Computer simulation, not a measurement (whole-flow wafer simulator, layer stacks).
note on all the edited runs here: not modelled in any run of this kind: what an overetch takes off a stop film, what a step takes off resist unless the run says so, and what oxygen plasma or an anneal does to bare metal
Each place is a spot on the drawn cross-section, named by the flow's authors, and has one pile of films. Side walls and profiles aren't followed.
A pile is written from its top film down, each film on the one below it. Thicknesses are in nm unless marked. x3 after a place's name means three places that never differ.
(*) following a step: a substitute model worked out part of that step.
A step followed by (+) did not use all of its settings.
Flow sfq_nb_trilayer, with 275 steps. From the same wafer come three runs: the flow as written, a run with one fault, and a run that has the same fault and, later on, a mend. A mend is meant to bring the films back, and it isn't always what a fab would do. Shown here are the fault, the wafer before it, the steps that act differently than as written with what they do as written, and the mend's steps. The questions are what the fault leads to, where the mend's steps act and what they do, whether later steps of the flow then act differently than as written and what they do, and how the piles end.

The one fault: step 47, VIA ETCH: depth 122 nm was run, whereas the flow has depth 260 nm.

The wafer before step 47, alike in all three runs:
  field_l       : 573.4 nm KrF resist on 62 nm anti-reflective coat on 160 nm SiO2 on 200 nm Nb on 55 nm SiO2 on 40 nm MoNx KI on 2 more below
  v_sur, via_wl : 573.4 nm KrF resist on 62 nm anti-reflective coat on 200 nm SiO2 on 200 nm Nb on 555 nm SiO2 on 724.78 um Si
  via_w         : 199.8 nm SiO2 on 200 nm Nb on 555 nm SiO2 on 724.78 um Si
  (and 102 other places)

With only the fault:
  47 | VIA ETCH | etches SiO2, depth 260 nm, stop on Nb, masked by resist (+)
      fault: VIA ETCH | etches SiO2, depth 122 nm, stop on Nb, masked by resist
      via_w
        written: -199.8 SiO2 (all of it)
        fault: -122 SiO2
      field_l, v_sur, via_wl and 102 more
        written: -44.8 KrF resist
        fault: -21 KrF resist
  Steps further on in the flow that do not act as written (3 more steps, not shown, differ only slightly: by at most 2% or 0.5 nm, whichever is larger):
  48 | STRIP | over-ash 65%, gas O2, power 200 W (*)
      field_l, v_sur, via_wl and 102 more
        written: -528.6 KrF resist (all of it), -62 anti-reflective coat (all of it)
        fault: -552.4 KrF resist (all of it), -62 anti-reflective coat (all of it)
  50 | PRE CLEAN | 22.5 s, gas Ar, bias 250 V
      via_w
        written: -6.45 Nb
        fault: -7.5 SiO2
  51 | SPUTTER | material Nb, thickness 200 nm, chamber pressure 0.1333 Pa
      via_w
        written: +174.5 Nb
        fault: +189.9 Nb (new film)
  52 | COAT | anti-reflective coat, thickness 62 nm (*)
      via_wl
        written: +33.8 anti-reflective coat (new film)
        fault: +38 anti-reflective coat (new film)
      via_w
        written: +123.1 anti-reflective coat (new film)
        fault: +105.7 anti-reflective coat (new film)
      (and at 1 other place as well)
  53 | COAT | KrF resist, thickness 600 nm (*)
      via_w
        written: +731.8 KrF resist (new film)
        fault: +669.6 KrF resist (new film)
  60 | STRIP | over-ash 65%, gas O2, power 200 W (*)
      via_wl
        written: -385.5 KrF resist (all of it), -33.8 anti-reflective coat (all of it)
        fault: -391 KrF resist (all of it), -38 anti-reflective coat (all of it)
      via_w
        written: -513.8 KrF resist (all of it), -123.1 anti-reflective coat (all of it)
        fault: -451.8 KrF resist (all of it), -105.7 anti-reflective coat (all of it)
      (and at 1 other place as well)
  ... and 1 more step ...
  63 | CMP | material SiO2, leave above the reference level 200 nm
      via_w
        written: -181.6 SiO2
        fault: -167.7 SiO2
  The piles end different from the flow's at via_w by more than 2% or 0.5 nm, whichever is larger.
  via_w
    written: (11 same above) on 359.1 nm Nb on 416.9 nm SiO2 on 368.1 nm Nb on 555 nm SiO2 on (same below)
    fault: (11 same above) on 359.1 nm Nb on 324.8 nm SiO2 on 189.9 nm Nb on 70.3 nm SiO2 on 200 nm Nb on 555 nm SiO2 on (same below)

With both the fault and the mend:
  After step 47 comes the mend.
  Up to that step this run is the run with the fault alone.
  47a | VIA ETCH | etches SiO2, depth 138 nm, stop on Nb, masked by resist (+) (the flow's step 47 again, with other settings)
      field_l, v_sur, via_wl and 102 more
        -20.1 KrF resist
      via_w
        -77.8 SiO2 (all of it)
  Later steps of the flow that are run all act as written at every place that is followed, up to a difference of at most 2% or 0.5 nm, whichever is larger.
  By the end, the piles equal the flow's at every place that both follow.
